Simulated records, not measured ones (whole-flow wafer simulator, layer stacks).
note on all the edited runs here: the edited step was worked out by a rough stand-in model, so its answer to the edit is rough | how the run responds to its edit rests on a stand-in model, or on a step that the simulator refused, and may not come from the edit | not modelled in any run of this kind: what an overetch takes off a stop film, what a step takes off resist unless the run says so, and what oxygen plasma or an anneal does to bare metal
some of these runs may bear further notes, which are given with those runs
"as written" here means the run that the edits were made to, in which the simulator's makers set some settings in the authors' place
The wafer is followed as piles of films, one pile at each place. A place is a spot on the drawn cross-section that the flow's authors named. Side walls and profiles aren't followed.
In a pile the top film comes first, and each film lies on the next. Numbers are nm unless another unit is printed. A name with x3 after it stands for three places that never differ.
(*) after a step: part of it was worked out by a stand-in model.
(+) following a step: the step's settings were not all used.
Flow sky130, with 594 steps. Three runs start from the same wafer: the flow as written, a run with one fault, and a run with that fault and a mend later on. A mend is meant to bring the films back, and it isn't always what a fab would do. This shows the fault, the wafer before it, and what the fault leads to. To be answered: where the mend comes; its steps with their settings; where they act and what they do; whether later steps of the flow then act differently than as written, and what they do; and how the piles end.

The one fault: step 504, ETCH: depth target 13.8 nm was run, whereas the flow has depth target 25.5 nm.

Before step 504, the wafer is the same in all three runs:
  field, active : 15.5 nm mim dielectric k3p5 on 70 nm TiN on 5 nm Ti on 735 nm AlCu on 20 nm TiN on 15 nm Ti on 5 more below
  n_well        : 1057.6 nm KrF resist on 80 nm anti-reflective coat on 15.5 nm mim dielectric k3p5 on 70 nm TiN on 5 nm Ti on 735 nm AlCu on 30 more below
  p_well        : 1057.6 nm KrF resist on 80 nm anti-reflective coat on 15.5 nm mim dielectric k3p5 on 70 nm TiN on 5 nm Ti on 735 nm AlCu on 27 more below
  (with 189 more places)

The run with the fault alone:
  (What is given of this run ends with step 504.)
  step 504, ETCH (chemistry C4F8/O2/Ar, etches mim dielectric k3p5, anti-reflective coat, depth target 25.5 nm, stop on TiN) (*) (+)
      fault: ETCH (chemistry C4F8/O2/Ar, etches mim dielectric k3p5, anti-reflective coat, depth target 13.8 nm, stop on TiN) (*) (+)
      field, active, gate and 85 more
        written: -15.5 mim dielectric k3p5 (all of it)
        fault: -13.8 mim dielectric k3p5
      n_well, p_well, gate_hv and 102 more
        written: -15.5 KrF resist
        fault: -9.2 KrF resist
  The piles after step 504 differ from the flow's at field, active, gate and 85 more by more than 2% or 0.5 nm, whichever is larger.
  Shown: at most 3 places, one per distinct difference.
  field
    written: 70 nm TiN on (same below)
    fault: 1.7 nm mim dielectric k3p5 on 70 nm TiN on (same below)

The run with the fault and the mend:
  After step 504 comes the mend.
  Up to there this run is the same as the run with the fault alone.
  step 504a, ETCH (chemistry C4F8/O2/Ar, etches mim dielectric k3p5, anti-reflective coat, depth target 11.7 nm, stop on TiN) (*) (+) (the flow's step 504, run once more with other settings)
      n_well, p_well, gate_hv and 102 more
        -1.7 KrF resist
      field, active, gate and 85 more
        -1.7 mim dielectric k3p5 (all of it)
  None of the later steps of the flow differs from how it acts as written, at any place that is followed, by more than 2% or 0.5 nm, whichever is larger.
  By the end, the piles equal the flow's at every place that both follow.
